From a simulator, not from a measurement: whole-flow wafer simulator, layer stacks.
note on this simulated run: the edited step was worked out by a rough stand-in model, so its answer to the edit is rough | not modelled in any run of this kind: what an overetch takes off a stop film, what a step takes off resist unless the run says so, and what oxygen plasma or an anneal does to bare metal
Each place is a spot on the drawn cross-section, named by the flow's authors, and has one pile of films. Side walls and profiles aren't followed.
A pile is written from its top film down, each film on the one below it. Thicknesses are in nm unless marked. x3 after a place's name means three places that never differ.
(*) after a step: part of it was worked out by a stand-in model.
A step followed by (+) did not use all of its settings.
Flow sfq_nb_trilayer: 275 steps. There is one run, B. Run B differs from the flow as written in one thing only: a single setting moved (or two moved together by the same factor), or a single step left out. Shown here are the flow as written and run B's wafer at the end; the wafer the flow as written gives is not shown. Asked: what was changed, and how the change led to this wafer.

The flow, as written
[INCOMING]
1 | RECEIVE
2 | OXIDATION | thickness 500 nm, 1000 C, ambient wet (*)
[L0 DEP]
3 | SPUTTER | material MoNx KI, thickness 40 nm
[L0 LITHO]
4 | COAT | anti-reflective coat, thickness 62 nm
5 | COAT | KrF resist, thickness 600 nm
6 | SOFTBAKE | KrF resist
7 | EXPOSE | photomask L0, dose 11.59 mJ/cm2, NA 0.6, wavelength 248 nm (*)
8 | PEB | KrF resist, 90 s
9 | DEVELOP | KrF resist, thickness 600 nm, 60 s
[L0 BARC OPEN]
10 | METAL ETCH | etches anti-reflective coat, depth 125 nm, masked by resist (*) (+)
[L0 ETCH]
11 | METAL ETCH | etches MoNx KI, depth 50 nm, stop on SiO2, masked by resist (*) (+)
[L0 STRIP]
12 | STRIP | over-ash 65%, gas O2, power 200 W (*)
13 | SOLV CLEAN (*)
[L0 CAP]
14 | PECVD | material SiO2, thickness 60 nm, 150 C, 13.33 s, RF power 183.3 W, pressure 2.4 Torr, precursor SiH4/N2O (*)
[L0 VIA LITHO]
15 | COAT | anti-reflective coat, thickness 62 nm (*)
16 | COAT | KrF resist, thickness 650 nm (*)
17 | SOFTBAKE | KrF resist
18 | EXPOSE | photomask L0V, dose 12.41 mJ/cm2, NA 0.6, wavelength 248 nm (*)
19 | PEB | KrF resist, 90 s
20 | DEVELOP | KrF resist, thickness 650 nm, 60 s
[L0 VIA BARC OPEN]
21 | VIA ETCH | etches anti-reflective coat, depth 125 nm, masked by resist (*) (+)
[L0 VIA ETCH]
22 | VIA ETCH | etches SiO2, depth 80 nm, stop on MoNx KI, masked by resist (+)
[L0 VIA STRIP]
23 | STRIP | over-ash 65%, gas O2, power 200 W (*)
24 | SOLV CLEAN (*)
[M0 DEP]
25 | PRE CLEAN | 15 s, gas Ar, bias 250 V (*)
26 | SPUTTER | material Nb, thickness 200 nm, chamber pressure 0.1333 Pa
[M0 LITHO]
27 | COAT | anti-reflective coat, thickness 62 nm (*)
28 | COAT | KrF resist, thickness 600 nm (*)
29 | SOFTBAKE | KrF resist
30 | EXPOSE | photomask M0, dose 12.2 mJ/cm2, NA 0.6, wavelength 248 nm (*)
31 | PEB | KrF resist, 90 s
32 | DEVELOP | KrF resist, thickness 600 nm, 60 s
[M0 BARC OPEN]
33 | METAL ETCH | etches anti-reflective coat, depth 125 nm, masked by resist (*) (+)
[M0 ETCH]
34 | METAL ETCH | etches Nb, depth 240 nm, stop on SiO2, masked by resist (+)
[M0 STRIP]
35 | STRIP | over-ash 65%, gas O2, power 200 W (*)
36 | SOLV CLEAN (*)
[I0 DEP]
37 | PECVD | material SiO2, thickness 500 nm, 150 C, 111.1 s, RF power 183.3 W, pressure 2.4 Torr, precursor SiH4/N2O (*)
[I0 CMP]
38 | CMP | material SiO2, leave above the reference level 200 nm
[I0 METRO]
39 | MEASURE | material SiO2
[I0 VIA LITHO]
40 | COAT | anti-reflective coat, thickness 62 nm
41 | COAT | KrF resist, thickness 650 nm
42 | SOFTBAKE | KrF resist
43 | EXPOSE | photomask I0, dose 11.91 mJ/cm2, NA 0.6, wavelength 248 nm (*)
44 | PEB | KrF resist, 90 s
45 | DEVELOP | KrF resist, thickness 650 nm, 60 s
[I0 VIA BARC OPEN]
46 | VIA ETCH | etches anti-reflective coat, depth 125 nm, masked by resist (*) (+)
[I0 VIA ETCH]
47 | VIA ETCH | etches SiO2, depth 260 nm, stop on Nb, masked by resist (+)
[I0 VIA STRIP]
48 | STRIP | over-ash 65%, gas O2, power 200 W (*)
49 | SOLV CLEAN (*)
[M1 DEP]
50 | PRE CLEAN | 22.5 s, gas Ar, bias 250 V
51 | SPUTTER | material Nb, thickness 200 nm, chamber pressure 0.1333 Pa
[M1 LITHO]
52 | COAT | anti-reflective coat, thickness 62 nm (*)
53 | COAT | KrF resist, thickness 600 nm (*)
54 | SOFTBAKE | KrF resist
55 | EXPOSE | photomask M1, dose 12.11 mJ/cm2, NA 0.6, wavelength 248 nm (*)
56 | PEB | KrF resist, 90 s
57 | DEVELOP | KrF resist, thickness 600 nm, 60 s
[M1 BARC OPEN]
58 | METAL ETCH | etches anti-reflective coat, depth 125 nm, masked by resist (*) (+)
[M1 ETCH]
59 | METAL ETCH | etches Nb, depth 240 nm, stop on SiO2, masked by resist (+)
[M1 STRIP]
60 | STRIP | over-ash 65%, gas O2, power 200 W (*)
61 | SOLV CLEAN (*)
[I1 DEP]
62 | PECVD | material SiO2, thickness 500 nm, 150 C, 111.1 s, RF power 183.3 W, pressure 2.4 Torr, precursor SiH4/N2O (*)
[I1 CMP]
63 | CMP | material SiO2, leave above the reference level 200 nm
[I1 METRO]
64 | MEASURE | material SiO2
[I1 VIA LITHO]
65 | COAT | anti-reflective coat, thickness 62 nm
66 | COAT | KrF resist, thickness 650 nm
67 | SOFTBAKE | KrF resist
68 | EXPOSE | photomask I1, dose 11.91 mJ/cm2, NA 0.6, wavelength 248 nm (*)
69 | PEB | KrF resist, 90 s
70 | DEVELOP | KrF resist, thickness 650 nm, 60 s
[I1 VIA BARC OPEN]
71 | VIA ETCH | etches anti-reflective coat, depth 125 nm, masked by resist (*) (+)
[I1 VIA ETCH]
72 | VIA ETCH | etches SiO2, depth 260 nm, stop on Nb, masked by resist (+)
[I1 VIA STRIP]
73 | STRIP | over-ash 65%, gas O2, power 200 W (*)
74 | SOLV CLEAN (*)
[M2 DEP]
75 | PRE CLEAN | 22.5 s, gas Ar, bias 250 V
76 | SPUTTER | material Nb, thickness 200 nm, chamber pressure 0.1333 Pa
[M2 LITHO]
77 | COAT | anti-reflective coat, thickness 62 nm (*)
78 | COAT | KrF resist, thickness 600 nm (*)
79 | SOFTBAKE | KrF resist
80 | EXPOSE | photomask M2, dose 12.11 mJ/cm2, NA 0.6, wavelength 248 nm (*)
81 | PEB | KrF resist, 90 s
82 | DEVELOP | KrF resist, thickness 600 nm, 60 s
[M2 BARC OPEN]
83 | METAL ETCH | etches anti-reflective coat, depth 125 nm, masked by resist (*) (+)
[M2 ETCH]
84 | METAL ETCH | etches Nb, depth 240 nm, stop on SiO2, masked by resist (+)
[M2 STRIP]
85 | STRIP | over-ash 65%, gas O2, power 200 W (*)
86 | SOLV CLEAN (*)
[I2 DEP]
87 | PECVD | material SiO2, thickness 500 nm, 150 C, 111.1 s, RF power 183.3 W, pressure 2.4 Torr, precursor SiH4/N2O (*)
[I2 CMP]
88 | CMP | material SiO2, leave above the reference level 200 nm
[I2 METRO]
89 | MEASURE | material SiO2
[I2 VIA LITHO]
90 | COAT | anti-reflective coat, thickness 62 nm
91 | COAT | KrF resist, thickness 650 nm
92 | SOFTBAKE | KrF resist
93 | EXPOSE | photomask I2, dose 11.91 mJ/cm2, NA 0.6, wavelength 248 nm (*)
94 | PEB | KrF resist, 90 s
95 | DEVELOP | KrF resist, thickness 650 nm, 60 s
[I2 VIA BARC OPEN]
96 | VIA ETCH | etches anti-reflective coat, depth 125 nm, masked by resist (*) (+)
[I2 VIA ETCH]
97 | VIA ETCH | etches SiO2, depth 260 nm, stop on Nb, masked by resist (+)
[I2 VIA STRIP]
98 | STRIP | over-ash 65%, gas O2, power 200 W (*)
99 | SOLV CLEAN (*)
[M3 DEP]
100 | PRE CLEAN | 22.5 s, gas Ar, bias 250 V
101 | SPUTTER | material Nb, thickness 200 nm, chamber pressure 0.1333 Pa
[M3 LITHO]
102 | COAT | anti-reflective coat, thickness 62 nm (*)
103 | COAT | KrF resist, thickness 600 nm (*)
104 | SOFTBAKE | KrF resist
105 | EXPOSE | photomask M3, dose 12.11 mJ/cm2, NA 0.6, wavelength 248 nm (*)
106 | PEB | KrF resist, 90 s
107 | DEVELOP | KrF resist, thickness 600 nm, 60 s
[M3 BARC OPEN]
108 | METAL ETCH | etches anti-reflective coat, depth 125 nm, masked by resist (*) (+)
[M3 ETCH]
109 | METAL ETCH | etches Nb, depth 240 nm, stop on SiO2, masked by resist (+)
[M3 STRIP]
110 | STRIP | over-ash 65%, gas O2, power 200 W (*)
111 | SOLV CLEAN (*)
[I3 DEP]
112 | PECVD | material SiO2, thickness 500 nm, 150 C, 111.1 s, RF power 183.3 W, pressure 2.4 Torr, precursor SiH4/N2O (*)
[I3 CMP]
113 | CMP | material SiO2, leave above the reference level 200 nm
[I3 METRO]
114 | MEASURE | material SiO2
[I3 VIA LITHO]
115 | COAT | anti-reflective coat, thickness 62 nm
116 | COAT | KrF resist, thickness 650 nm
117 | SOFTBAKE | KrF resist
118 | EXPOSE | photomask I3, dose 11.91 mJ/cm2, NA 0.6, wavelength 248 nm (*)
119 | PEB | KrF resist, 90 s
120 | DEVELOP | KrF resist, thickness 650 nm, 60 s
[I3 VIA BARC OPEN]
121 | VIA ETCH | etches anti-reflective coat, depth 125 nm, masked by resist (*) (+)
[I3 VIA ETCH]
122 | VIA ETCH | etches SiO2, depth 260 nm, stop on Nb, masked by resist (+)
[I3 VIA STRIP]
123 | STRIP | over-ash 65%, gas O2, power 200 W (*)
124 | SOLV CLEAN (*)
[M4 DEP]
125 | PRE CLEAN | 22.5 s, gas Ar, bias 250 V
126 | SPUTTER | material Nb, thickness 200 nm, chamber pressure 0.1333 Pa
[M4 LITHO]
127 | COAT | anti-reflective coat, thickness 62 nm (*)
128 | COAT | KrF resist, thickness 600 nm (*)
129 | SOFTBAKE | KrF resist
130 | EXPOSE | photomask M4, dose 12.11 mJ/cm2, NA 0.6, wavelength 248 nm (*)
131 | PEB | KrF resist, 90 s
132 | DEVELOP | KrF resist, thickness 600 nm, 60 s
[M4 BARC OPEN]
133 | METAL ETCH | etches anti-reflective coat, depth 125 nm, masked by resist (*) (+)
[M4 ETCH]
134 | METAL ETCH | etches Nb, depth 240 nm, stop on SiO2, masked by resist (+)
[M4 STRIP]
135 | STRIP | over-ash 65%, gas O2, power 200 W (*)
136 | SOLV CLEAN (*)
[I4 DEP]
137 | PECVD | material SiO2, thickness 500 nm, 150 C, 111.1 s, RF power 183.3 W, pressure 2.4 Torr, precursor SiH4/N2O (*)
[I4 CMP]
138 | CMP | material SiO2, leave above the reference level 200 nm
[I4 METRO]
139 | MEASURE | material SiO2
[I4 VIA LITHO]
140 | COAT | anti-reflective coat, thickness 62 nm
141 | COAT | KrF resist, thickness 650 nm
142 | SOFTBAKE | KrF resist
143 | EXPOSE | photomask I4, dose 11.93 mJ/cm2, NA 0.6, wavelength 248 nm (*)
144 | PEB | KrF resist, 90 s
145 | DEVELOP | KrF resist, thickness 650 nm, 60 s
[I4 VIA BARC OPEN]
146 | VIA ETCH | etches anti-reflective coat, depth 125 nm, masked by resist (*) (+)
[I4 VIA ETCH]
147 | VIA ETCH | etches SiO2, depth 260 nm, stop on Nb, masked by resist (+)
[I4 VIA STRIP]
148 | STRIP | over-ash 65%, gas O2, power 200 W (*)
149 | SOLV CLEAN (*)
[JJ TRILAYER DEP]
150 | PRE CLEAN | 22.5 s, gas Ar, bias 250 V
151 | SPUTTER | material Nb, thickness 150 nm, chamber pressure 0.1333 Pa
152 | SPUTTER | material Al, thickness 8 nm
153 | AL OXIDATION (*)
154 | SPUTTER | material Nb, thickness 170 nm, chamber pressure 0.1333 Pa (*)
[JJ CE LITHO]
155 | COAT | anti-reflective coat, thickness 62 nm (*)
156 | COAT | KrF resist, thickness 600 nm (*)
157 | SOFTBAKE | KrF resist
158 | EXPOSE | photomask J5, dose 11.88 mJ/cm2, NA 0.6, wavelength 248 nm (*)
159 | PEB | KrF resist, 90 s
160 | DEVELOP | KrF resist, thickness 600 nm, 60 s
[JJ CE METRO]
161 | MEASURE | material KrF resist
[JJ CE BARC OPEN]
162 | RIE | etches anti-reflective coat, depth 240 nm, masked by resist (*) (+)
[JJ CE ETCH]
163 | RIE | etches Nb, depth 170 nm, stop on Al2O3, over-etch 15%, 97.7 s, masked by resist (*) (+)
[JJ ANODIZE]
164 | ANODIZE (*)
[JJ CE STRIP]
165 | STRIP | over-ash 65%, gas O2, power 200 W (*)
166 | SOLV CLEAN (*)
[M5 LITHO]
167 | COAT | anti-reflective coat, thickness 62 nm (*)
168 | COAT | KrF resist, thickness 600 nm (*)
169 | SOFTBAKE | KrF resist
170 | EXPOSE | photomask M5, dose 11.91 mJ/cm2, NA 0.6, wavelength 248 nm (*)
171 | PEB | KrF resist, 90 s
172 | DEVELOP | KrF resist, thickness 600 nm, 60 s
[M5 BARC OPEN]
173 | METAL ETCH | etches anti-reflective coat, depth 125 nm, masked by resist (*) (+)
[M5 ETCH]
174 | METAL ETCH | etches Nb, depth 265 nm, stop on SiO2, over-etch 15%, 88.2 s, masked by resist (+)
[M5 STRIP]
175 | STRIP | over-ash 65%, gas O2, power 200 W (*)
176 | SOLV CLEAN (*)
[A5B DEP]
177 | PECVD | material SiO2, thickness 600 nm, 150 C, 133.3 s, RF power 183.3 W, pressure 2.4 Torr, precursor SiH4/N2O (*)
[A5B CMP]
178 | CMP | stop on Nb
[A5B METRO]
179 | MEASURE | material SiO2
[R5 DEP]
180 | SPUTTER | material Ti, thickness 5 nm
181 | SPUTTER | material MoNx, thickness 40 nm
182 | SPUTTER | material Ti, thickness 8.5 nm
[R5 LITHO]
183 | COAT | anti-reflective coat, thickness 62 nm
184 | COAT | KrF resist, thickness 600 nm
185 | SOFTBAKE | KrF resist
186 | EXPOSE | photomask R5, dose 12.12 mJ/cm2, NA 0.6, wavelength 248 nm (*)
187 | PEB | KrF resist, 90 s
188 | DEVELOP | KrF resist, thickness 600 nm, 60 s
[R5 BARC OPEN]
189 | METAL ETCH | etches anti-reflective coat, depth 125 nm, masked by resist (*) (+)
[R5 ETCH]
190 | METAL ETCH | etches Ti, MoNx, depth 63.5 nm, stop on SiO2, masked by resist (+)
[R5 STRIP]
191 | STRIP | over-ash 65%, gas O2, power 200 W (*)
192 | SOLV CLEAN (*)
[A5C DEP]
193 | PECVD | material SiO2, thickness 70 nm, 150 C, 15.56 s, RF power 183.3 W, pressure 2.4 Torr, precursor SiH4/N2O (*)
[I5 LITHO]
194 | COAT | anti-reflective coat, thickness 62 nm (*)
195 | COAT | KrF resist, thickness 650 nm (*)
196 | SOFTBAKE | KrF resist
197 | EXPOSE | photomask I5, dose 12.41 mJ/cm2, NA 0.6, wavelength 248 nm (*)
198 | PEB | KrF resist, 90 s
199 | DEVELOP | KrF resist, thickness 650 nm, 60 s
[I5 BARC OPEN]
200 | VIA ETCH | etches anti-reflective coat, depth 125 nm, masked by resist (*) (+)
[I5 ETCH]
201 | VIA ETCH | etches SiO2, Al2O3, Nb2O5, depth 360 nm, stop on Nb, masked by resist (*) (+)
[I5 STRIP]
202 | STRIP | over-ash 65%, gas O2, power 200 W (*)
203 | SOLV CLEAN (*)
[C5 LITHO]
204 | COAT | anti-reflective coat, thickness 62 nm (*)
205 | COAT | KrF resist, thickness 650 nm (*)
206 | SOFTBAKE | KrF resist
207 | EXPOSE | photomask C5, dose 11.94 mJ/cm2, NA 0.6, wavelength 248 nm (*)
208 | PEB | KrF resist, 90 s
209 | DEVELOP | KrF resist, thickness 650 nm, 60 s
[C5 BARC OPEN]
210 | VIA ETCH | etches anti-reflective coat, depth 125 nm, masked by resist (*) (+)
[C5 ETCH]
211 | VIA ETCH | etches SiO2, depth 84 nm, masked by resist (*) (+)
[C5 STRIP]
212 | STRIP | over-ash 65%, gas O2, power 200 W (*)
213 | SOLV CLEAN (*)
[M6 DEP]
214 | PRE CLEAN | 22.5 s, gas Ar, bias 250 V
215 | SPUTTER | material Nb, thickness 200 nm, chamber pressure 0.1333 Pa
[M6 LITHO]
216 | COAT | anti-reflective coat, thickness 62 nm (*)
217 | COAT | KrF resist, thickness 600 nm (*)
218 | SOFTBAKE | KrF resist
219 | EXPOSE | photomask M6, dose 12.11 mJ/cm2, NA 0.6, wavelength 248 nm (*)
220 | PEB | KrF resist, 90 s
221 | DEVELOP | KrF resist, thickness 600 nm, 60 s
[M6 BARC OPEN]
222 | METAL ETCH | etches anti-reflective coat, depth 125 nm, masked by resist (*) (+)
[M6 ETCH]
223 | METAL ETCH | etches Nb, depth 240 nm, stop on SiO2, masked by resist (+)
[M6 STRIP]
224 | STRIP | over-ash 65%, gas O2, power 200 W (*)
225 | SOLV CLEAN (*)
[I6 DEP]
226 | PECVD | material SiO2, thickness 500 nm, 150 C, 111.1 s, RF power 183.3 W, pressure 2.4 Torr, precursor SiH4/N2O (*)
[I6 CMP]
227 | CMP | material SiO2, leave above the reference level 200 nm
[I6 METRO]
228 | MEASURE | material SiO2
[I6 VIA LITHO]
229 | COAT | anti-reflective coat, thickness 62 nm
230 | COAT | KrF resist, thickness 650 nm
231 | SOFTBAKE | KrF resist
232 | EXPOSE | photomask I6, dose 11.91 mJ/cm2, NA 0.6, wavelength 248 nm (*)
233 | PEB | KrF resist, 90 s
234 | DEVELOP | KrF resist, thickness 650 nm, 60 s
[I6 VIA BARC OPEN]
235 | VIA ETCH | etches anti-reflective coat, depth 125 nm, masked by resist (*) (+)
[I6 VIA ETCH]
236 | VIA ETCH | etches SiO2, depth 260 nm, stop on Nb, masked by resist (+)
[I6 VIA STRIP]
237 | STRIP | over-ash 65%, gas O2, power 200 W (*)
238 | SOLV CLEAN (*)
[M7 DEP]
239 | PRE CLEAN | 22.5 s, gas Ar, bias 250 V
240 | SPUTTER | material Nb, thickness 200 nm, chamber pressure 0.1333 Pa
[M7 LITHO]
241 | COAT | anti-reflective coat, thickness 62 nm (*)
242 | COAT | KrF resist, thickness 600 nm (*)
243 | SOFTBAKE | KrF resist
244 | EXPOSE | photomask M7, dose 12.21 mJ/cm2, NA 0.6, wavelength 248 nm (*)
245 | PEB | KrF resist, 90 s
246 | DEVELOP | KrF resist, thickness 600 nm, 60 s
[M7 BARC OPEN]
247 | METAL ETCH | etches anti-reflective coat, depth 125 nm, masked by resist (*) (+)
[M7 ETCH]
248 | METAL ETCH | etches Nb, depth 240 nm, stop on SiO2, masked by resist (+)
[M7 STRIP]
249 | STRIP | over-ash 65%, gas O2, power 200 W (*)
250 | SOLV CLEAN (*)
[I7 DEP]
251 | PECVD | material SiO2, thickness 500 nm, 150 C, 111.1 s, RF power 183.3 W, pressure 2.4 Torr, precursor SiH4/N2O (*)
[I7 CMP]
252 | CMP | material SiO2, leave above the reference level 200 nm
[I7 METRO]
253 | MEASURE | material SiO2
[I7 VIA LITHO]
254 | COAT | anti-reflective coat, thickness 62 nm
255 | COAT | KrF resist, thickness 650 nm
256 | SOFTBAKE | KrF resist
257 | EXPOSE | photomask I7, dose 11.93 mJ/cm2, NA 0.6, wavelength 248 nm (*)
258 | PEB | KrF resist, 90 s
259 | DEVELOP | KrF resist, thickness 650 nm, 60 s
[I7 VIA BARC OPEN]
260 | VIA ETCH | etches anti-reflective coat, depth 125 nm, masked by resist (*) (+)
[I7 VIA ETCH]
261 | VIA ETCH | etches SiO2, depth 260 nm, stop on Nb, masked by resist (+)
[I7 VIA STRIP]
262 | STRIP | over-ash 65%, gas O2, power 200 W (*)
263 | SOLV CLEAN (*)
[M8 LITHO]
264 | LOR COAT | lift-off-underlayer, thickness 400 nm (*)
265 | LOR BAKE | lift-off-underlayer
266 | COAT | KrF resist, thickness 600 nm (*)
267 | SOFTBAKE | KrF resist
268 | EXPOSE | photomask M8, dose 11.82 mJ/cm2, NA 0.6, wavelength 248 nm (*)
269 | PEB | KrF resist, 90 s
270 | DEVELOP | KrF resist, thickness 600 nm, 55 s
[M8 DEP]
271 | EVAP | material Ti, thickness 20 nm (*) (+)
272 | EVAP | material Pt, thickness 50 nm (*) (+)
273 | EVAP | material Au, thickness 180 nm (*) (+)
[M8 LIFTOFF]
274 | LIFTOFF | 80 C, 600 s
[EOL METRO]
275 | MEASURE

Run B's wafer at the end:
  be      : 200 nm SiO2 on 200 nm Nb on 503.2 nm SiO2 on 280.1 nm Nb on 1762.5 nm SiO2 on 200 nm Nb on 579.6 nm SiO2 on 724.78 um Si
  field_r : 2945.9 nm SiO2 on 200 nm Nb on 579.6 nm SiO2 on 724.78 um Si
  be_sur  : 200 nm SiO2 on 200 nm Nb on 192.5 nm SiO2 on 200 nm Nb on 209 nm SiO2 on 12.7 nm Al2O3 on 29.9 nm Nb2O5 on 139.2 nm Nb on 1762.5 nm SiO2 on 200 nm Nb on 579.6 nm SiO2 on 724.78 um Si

The reason: step 14, PECVD: thickness 84.6 nm was run, while the flow as written has thickness 60 nm; step 14, PECVD: 18.8 s was run, where the flow has 13.33 s.

How this came from the change, step by step:
  14 | PECVD | material SiO2, thickness 60 nm, 150 C, 13.33 s, RF power 183.3 W, pressure 2.4 Torr, precursor SiH4/N2O (*)
      v_sur, via_wl, via_w and 97 more: +84.6 SiO2 (as written it would have been: +60 SiO2)
      field_l, l0_sur, l0v, l0r_line_l, l0r_line_c, l0r_line_r: +84.6 SiO2 (new film) (as written it would have been: +60 SiO2 (new film))
  22 | VIA ETCH | etches SiO2, depth 80 nm, stop on MoNx KI, masked by resist (+)
      l0v: -80 SiO2 (as written it would have been: -59.8 SiO2 (all of it))
  25 | PRE CLEAN | 15 s, gas Ar, bias 250 V (*)
      l0v: -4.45 SiO2 (all of it), -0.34 MoNx KI (as written it would have been: -2.91 MoNx KI)
  27 | COAT | anti-reflective coat, thickness 62 nm (*)
      l0_sur: +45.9 anti-reflective coat (new film) (as written it would have been: +47.5 anti-reflective coat (new film))
      l0v: +83.5 anti-reflective coat (new film) (as written it would have been: +78 anti-reflective coat (new film))
  28 | COAT | KrF resist, thickness 600 nm (*)
      l0v: +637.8 KrF resist (new film) (as written it would have been: +622.9 KrF resist (new film))
  35 | STRIP | over-ash 65%, gas O2, power 200 W (*)
      l0_sur: -369.6 KrF resist (all of it), -45.9 anti-reflective coat (all of it) (as written it would have been: -372 KrF resist (all of it), -47.5 anti-reflective coat (all of it))
      l0v: -420.1 KrF resist (all of it), -83.5 anti-reflective coat (all of it) (as written it would have been: -405.3 KrF resist (all of it), -78 anti-reflective coat (all of it))
  38 | CMP | material SiO2, leave above the reference level 200 nm
      l0v: -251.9 SiO2 (as written it would have been: -277.8 SiO2)
